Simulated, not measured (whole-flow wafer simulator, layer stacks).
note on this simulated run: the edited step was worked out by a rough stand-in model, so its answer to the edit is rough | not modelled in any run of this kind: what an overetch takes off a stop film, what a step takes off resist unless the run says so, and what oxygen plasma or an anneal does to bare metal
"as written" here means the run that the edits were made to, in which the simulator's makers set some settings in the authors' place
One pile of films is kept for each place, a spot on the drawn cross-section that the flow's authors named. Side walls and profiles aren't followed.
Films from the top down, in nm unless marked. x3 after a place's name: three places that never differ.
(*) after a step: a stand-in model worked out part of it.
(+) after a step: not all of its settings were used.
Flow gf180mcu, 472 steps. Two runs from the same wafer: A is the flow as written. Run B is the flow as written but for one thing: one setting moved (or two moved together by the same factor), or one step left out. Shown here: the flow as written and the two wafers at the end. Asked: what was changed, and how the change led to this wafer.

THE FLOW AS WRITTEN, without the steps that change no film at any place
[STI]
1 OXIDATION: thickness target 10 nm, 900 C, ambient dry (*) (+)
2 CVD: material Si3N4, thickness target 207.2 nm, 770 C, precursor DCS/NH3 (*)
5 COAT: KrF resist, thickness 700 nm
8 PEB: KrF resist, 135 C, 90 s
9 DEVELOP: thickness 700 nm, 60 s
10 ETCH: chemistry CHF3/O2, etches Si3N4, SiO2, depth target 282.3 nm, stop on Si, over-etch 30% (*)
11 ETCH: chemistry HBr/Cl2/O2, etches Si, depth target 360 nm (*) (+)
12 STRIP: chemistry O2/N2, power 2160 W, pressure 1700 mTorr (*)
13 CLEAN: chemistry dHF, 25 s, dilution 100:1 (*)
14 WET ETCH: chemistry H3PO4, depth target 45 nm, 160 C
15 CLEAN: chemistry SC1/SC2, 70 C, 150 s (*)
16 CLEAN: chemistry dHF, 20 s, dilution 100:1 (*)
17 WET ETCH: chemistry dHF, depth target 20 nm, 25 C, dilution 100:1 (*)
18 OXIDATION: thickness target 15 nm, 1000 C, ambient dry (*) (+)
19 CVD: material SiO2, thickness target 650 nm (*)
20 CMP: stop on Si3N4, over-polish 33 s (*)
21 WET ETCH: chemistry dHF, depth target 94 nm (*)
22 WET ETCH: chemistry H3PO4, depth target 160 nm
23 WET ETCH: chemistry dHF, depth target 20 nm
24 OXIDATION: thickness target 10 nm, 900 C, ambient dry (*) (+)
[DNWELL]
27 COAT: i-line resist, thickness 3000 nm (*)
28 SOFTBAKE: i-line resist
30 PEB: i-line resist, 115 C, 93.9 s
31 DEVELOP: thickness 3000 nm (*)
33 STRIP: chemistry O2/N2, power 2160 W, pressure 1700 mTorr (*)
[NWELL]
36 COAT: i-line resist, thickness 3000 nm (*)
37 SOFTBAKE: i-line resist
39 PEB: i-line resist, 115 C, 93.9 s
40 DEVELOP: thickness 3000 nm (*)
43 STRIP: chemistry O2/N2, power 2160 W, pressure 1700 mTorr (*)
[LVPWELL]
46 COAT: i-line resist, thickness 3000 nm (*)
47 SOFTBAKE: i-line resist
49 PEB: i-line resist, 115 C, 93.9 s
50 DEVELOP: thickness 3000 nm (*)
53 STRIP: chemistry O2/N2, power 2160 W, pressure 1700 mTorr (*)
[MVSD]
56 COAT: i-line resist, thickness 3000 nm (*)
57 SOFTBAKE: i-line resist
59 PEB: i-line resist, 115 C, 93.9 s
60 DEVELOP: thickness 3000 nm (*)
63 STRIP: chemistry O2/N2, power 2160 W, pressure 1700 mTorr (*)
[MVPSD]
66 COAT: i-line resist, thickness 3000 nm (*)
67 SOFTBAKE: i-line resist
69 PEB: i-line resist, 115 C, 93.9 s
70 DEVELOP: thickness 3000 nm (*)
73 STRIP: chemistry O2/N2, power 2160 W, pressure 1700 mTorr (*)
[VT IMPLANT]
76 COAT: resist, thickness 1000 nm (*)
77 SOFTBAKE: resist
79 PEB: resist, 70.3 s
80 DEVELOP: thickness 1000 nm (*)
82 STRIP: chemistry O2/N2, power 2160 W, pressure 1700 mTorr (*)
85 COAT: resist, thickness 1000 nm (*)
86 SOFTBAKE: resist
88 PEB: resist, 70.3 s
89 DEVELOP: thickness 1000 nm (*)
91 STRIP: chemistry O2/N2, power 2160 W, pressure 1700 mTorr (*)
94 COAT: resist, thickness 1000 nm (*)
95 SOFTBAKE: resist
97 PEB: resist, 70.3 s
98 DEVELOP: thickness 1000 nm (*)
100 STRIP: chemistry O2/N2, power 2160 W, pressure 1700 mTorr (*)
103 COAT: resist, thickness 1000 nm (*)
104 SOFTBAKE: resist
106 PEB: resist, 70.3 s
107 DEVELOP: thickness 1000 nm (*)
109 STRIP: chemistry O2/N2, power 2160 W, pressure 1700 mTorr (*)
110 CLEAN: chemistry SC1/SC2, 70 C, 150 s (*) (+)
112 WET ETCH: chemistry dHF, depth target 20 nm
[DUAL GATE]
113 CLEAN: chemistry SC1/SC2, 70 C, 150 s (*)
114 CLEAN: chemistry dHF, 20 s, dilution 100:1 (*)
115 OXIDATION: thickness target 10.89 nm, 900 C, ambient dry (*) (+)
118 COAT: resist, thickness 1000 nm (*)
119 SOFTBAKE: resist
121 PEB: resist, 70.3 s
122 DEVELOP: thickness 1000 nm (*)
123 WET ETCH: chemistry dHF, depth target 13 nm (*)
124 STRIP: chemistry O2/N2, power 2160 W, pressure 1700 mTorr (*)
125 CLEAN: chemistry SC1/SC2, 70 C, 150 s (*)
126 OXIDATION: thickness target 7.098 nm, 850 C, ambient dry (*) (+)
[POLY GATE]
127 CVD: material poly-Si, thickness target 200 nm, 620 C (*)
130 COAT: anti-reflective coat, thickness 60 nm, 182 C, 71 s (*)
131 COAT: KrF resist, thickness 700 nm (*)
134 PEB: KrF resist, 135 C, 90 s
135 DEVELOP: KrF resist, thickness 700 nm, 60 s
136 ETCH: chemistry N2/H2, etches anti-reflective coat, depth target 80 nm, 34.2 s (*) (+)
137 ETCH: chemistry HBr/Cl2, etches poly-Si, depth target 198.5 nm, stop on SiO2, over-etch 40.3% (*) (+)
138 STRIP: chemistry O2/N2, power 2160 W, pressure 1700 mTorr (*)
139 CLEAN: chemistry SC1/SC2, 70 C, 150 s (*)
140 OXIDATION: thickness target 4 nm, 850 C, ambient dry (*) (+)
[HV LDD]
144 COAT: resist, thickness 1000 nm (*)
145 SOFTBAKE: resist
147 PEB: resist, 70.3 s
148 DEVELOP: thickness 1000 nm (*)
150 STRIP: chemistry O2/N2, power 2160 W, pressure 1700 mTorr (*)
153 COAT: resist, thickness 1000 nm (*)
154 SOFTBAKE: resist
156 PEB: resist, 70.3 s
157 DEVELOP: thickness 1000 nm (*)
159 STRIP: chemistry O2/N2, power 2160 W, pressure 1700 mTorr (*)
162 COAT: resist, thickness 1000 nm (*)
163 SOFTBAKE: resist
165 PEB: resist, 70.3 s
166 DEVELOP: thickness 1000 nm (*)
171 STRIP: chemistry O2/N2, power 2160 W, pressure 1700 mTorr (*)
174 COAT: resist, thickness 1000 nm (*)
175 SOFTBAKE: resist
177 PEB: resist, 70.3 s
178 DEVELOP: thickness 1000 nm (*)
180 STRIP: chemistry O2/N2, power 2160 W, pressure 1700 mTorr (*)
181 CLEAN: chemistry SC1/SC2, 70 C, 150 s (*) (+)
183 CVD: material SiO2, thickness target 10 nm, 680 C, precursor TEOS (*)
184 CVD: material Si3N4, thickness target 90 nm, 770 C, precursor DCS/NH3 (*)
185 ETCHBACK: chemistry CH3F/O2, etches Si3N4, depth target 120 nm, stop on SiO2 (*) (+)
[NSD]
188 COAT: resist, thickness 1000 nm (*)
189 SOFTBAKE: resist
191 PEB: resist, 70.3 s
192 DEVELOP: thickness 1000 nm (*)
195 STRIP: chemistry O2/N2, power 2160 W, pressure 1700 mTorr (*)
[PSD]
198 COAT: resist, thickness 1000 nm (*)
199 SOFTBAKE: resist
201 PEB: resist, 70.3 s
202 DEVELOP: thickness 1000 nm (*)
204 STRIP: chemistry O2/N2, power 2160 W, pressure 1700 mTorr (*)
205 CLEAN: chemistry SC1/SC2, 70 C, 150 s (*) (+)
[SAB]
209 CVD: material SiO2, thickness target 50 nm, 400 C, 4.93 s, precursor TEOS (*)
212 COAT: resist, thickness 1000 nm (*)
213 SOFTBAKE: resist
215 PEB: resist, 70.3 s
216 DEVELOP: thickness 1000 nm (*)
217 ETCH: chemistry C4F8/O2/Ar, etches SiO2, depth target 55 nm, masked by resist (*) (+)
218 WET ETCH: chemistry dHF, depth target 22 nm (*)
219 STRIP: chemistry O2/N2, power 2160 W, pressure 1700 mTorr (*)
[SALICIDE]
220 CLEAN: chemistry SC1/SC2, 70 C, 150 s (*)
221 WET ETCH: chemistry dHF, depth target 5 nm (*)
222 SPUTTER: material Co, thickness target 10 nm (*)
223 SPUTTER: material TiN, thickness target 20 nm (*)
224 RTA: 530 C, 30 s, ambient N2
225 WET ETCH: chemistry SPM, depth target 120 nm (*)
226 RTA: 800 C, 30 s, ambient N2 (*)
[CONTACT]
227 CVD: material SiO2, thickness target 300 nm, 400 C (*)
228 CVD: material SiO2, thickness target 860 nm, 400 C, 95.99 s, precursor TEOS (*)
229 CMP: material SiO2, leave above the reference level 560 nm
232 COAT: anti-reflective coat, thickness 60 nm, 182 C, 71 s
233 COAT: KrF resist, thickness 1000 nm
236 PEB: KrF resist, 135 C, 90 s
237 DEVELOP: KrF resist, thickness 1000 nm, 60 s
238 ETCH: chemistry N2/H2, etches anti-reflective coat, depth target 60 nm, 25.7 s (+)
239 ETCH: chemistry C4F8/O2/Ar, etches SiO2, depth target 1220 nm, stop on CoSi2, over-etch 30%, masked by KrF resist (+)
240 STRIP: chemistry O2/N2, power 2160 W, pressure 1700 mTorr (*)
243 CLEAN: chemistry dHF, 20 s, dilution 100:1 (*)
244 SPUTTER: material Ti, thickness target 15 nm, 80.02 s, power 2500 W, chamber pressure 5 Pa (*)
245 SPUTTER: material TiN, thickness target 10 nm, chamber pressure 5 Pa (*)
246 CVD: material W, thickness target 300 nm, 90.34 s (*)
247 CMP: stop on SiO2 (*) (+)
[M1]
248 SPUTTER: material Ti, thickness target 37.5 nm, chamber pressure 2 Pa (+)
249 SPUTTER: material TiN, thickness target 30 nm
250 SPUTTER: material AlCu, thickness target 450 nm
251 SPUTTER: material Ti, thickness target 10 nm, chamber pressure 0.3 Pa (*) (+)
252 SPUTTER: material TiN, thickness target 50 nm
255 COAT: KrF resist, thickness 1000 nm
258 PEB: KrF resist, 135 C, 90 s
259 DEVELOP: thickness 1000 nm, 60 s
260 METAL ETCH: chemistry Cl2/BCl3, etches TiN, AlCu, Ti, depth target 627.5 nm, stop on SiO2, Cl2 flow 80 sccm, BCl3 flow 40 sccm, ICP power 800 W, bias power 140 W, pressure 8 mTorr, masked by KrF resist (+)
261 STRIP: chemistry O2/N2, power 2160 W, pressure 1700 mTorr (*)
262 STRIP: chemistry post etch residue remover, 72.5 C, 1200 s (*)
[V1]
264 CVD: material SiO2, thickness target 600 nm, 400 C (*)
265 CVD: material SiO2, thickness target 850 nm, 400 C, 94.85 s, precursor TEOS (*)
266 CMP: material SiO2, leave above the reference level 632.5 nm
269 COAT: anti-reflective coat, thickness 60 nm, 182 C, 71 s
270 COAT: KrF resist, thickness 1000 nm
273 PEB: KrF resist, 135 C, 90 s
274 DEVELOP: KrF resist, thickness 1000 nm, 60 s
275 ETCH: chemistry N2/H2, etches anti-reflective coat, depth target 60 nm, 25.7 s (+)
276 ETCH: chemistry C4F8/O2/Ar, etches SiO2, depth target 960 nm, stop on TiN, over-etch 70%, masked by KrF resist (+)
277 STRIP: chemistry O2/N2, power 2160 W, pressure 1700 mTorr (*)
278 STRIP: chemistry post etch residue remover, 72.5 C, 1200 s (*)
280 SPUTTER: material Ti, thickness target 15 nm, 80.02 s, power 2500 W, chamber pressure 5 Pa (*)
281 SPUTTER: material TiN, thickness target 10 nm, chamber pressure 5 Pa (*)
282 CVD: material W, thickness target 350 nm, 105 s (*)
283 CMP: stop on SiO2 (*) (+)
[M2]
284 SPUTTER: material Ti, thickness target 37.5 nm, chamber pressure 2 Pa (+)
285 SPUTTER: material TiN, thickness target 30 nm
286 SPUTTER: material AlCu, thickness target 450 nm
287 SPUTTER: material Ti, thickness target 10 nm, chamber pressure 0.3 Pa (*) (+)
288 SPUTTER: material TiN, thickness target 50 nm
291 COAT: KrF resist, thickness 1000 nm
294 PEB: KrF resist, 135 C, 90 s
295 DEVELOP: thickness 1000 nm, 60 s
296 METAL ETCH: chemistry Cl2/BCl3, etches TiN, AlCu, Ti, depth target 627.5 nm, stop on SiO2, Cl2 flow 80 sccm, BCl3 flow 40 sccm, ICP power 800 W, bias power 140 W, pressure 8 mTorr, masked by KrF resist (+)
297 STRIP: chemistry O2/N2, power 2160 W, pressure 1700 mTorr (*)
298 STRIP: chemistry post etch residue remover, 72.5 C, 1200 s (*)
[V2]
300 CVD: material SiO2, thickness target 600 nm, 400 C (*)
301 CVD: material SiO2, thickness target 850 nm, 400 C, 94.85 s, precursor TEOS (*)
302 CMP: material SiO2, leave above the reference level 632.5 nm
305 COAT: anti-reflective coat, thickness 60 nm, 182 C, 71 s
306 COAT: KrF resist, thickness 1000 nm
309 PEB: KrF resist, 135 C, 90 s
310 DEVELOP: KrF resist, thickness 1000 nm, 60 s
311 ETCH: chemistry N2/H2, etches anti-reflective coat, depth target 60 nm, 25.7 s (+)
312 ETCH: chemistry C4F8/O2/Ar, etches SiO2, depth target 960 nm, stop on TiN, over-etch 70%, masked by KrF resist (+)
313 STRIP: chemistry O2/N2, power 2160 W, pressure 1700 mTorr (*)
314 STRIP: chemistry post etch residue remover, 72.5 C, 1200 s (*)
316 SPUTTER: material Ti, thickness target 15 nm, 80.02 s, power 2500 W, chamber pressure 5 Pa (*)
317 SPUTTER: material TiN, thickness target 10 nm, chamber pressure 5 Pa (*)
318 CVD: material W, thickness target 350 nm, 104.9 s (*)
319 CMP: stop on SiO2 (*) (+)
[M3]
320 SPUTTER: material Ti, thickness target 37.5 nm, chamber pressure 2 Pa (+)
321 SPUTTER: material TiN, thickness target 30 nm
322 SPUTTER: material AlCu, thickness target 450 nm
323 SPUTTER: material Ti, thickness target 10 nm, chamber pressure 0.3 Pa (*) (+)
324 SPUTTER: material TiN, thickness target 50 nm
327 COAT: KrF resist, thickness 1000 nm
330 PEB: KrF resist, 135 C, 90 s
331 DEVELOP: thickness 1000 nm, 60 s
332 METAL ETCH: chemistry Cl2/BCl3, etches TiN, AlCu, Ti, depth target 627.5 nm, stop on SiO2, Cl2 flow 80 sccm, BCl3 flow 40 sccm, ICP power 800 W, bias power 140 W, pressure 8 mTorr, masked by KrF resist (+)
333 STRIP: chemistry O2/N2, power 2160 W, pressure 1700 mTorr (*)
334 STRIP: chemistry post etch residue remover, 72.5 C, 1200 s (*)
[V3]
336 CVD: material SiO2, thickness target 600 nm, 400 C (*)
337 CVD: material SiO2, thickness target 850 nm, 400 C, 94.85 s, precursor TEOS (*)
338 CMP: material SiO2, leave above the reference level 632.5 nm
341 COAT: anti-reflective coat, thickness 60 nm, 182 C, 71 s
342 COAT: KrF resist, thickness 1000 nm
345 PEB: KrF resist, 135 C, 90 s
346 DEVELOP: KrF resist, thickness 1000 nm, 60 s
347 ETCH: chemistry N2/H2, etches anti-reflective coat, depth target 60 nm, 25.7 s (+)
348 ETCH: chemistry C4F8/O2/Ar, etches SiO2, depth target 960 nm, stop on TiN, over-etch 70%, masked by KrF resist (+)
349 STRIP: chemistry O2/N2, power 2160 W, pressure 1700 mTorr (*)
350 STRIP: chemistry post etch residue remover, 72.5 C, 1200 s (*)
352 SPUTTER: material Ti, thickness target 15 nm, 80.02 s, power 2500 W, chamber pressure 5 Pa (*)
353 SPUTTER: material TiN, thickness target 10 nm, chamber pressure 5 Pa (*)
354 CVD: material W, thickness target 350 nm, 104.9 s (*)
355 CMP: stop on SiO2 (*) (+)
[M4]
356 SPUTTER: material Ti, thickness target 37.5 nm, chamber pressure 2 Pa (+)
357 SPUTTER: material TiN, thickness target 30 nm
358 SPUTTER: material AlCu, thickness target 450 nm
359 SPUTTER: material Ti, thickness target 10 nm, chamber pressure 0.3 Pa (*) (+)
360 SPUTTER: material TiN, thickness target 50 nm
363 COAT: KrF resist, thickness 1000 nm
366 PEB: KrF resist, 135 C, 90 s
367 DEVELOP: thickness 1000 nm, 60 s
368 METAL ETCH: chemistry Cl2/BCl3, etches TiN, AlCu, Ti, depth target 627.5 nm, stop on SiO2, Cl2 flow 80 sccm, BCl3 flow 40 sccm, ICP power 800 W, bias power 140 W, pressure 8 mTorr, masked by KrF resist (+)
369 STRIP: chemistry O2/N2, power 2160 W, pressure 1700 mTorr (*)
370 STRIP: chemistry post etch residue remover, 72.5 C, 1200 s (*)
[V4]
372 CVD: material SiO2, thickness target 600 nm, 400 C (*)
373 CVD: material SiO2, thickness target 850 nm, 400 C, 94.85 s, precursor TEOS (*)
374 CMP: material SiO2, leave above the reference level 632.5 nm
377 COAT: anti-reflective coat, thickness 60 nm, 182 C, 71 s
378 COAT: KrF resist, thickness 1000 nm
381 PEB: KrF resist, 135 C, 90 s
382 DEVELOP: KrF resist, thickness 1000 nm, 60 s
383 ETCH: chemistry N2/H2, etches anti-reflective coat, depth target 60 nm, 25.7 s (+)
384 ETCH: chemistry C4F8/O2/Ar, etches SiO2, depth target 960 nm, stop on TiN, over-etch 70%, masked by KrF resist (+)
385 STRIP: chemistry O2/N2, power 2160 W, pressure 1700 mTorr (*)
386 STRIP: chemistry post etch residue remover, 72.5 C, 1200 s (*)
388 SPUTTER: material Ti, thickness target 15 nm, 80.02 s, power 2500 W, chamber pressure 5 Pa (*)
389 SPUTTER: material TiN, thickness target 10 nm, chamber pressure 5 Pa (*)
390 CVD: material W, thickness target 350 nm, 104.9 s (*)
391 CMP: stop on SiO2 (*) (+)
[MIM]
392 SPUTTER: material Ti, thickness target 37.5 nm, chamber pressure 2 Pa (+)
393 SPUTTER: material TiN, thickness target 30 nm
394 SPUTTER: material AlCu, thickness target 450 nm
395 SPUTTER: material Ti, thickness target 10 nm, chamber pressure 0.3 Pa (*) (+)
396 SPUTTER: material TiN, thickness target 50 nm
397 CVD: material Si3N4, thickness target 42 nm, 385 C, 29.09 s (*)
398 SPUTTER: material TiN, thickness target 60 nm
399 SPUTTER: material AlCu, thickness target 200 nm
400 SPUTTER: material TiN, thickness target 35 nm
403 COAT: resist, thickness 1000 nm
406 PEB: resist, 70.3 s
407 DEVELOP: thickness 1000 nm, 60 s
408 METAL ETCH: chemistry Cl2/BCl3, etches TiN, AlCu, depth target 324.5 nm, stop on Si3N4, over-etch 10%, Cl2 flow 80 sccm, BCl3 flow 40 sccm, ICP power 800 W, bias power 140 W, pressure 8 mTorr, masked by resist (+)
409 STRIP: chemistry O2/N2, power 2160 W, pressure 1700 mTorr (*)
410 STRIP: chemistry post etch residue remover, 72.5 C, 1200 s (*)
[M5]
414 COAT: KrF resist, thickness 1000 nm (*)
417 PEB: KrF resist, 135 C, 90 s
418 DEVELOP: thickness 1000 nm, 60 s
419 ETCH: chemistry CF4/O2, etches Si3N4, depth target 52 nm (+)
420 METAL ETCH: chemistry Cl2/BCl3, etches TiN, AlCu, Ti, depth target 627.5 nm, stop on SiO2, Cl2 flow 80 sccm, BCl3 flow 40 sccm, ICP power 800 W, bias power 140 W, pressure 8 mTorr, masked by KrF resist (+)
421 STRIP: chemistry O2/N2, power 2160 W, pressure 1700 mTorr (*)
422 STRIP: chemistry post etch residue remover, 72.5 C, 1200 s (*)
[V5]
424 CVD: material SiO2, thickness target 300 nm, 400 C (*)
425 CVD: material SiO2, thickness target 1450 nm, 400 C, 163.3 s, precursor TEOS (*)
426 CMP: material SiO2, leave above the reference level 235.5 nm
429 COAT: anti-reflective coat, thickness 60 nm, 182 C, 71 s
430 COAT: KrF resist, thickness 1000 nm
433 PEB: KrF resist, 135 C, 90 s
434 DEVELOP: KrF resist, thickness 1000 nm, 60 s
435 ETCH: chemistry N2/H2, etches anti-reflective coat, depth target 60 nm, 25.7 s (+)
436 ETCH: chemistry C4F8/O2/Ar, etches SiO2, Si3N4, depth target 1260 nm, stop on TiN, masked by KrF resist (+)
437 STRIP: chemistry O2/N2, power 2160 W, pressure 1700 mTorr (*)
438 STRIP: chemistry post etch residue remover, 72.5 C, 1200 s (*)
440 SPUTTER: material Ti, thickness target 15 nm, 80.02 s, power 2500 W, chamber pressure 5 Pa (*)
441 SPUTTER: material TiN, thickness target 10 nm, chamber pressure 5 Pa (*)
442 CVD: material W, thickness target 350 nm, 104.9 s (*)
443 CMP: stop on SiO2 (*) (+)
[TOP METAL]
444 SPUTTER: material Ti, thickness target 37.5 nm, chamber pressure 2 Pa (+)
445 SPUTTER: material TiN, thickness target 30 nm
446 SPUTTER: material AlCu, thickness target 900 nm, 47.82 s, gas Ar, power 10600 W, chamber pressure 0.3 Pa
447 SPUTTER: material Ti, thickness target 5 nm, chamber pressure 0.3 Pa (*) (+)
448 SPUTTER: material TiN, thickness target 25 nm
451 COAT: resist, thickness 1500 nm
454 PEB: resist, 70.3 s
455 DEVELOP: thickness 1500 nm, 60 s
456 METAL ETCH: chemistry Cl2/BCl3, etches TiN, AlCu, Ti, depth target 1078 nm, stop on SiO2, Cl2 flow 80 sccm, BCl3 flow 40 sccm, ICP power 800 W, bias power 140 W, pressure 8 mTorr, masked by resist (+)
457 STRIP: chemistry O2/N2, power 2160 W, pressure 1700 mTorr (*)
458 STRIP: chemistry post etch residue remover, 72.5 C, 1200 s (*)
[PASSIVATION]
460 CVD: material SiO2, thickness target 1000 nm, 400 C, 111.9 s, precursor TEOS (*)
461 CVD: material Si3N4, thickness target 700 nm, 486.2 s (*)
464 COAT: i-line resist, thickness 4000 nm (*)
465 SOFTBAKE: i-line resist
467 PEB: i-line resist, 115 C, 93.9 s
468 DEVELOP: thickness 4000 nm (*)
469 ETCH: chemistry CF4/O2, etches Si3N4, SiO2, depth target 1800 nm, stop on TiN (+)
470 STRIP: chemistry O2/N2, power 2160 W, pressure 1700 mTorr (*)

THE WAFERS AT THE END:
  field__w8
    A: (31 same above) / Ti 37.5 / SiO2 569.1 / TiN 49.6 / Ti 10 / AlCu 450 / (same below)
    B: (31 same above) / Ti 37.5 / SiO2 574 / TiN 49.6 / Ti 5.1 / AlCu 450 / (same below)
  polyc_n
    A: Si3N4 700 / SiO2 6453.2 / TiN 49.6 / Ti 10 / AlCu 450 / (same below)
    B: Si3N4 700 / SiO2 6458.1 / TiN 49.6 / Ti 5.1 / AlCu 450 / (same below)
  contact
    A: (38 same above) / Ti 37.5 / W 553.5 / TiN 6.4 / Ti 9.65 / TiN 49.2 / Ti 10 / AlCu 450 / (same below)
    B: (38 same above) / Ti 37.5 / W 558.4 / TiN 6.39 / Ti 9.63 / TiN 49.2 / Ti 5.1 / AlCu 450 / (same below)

The cause: step 251, SPUTTER: thickness target 5.1 nm was run, where the flow has thickness target 10 nm.
It can be read off the wafer: field__w8 has Ti 5.1, and step 251 as written asks for 10 nm.

How the change led to this, step by step:
  251 SPUTTER: material Ti, thickness target 10 nm, chamber pressure 0.3 Pa (*) (+)
      field, field__w1, field__w2 and 108 more: A Ti +10 (new film) | B Ti +5.1 (new film)
  260 METAL ETCH: chemistry Cl2/BCl3, etches TiN, AlCu, Ti, depth target 627.5 nm, stop on SiO2, Cl2 flow 80 sccm, BCl3 flow 40 sccm, ICP power 800 W, bias power 140 W, pressure 8 mTorr, masked by KrF resist (+)
      field, field__w1, field__w2 and 99 more: A TiN -50 (all of it), Ti -10 (all of it), AlCu -450 (all of it), TiN -30 (all of it), Ti -37.5 (all of it) | B TiN -50 (all of it), Ti -5.1 (all of it), AlCu -450 (all of it), TiN -30 (all of it), Ti -37.5 (all of it)
